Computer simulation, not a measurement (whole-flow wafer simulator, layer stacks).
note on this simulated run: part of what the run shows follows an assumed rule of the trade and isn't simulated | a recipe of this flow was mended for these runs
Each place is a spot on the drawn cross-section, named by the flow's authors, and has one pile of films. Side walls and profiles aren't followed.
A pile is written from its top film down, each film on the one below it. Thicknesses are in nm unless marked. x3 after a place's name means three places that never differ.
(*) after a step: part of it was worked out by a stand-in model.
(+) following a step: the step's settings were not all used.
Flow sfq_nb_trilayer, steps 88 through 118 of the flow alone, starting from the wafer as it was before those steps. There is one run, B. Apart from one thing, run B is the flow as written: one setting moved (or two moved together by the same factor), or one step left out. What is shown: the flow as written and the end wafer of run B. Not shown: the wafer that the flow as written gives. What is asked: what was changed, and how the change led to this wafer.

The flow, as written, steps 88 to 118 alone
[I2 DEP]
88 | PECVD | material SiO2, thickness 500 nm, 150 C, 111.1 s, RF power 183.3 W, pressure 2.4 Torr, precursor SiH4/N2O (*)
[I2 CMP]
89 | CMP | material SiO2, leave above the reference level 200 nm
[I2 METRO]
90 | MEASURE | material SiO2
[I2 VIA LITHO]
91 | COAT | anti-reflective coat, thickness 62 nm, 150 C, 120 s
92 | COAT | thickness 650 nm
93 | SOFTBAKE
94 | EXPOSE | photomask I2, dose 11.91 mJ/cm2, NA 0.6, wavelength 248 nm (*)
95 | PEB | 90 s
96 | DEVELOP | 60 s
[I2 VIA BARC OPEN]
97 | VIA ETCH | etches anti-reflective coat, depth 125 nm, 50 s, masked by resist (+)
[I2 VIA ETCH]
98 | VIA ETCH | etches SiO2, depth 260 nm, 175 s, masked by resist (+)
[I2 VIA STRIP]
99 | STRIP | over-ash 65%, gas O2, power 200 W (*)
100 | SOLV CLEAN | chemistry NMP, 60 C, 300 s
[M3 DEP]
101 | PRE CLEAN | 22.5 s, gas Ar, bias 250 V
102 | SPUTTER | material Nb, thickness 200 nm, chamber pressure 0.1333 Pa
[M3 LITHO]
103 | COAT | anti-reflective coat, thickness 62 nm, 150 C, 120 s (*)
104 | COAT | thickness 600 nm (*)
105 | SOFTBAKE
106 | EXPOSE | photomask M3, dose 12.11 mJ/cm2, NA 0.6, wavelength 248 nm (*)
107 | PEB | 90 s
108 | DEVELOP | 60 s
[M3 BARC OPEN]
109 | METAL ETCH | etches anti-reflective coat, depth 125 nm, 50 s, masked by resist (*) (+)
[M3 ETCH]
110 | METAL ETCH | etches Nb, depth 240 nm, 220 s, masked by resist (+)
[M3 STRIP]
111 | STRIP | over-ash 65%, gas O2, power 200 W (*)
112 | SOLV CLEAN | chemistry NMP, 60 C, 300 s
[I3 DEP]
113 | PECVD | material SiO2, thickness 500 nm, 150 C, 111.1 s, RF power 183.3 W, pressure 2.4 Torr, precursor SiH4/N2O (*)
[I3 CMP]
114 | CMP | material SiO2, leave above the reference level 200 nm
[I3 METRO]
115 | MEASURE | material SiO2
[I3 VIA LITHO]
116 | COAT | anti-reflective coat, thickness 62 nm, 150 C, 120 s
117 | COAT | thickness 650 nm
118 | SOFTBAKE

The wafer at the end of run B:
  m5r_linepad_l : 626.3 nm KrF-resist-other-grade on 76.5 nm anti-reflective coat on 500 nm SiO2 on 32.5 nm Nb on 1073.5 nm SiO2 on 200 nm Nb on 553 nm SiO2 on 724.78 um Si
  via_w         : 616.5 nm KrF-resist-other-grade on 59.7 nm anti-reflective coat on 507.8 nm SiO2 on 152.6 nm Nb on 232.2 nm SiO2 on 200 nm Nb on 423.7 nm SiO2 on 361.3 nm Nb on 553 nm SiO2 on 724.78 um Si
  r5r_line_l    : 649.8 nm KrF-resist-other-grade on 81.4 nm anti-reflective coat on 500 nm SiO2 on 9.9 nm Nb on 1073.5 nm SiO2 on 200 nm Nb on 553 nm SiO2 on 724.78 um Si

What caused this: step 89, CMP: material SiO2, leave above the reference level 200 nm, was not run.

The path from the change to this, step by step:
  91 | COAT | anti-reflective coat, thickness 62 nm, 150 C, 120 s
      m0r_line_l x3, m0r_line_r x3: +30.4 anti-reflective coat (new film) (it would be, as written: +62 anti-reflective coat (new film))
      m0r_space_l, m0r_space_r, m6r_space_l x2, m6r_space_r x2: +107.5 anti-reflective coat (new film) (it would be, as written: +62 anti-reflective coat (new film))
      (also at 88 further places)
  92 | COAT | thickness 650 nm
      m0r_line_l x3, m0r_line_r x3: +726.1 KrF-resist-other-grade (new film) (it would be, as written: +650 KrF-resist-other-grade (new film))
      sp_r, res, ln_m5: +668.4 KrF-resist-other-grade (new film) (it would be, as written: +650 KrF-resist-other-grade (new film))
      (also at 71 further places)
  96 | DEVELOP | 60 s
      via_w: -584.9 KrF-resist-other-grade (all of it) (it would be, as written: -648.6 KrF-resist-other-grade (all of it))
  97 | VIA ETCH | etches anti-reflective coat, depth 125 nm, 50 s, masked by resist (+)
      via_w: -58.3 anti-reflective coat (all of it), -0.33 SiO2 (it would be, as written: -62 anti-reflective coat (all of it), -0.31 SiO2)
  98 | VIA ETCH | etches SiO2, depth 260 nm, 175 s, masked by resist (+)
      via_w: -260 SiO2 (it would be, as written: -199.7 SiO2 (all of it), -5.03 Nb)
  99 | STRIP | over-ash 65%, gas O2, power 200 W (*)
      m0r_line_l x3, m0r_line_r x3: -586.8 KrF-resist-other-grade (all of it), -30.4 anti-reflective coat (all of it) (it would be, as written: -510.8 KrF-resist-other-grade (all of it), -62 anti-reflective coat (all of it))
      m0r_space_l, m0r_space_r, m6r_space_l x2, m6r_space_r x2: -522.7 KrF-resist-other-grade (all of it), -107.5 anti-reflective coat (all of it) (it would be, as written: -510.8 KrF-resist-other-grade (all of it), -62 anti-reflective coat (all of it))
      (also at 90 further places)
  101 | PRE CLEAN | 22.5 s, gas Ar, bias 250 V
      via_w: -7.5 SiO2 (it would be, as written: -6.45 Nb)
  102 | SPUTTER | material Nb, thickness 200 nm, chamber pressure 0.1333 Pa
      via_w: +152.6 Nb (new film) (it would be, as written: +164.5 Nb)
      via_v: +183.4 Nb (new film) (it would be, as written: +200 Nb (new film))
  103 | COAT | anti-reflective coat, thickness 62 nm, 150 C, 120 s (*)
      ln_m5, lsp_m, ln_m6, lsp_r: +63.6 anti-reflective coat (new film) (it would be, as written: +62.3 anti-reflective coat (new film))
      p3_s3, p3_l4, p3_s4: +64.4 anti-reflective coat (new film) (it would be, as written: +62 anti-reflective coat (new film))
      (also at 90 further places)
  104 | COAT | thickness 600 nm (*)
      m0r_line_l x3: +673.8 KrF-resist-other-grade (new film) (it would be, as written: +600 KrF-resist-other-grade (new film))
      m0r_space_r, m6r_space_r x2: +613 KrF-resist-other-grade (new film) (it would be, as written: +600 KrF-resist-other-grade (new film))
      (also at 76 further places)
  108 | DEVELOP | 60 s
      m0r_line_l x3: -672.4 KrF-resist-other-grade (all of it) (it would be, as written: -598.7 KrF-resist-other-grade (all of it))
      m0r_space_r, m6r_space_r x2: -611.7 KrF-resist-other-grade (all of it) (it would be, as written: -598.7 KrF-resist-other-grade (all of it))
      (also at 54 further places)
  109 | METAL ETCH | etches anti-reflective coat, depth 125 nm, 50 s, masked by resist (*) (+)
      wl_f_sl, m5r_linepad_l, m5r_linepad_r, r5r_line_l, r5r_spacepad_l, r5r_spacepad_r, m8r_pad_l, m8r_pad_r: -125 anti-reflective coat (it would be, as written: -62 anti-reflective coat (all of it))
      field_l: -125 anti-reflective coat (it would be, as written: -67.6 anti-reflective coat (all of it))
      (also at 60 further places)
  110 | METAL ETCH | etches Nb, depth 240 nm, 220 s, masked by resist (+)
      m5r_linepad_l, m5r_linepad_r: -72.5 anti-reflective coat (all of it), -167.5 Nb (it would be, as written: -200 Nb (all of it), -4 SiO2)
      r5r_spacepad_l, r5r_spacepad_r: -71.5 anti-reflective coat (all of it), -168.5 Nb (it would be, as written: -200 Nb (all of it), -4 SiO2)
      (also at 5 further places)
  111 | STRIP | over-ash 65%, gas O2, power 200 W (*)
      v_sur: -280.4 KrF-resist-other-grade (all of it), -36.1 anti-reflective coat (all of it) (it would be, as written: -361 KrF-resist-other-grade (all of it), -46 anti-reflective coat (all of it))
      via_wl: -298.3 KrF-resist-other-grade (all of it), -16.3 anti-reflective coat (all of it) (it would be, as written: -381.1 KrF-resist-other-grade (all of it), -16.7 anti-reflective coat (all of it))
      (also at 28 further places)
  113 | PECVD | material SiO2, thickness 500 nm, 150 C, 111.1 s, RF power 183.3 W, pressure 2.4 Torr, precursor SiH4/N2O (*)
      m5r_linepad_l, m5r_linepad_r, r5r_line_l, r5r_spacepad_l, r5r_spacepad_r, m8r_pad_l, m8r_pad_r: +500 SiO2 (new film) (it would be, as written: +500 SiO2)
      via_w: +664.8 SiO2 (new film) (it would be, as written: +621.2 SiO2 (new film))
  114 | CMP | material SiO2, leave above the reference level 200 nm
      field_l, be, be_sur and 64 more: nothing (it would be, as written: -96 SiO2)
      p4_g1, p4_g2, p3_s0, p3_s1, p3_s2, p3_s3, p3_s4, p3_s5: nothing (it would be, as written: -157.1 SiO2)
      (also at 11 further places)
  ... and 1 more step ...
  117 | COAT | thickness 650 nm
      v_sur, wl_j_sl, m8r_pad_l: +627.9 KrF-resist-other-grade (new film) (it would be, as written: +650 KrF-resist-other-grade (new film))
      m0r_line_l x3: +678 KrF-resist-other-grade (new film) (it would be, as written: +650 KrF-resist-other-grade (new film))
      (also at 50 further places)
With metal films that touch counted as one body, m5r_linepad_l has 2 bodies (between them, from the top down: SiO2 1073.5); the flow as written gives 1 body.
With metal films that touch counted as one body, via_w has 3 bodies (between them, from the top down: SiO2 232.2; SiO2 423.7); the flow as written gives 2 bodies (between them, from the top down: SiO2 423.7).
With metal films that touch counted as one body, r5r_line_l has 2 bodies (between them, from the top down: SiO2 1073.5); the flow as written gives 1 body.
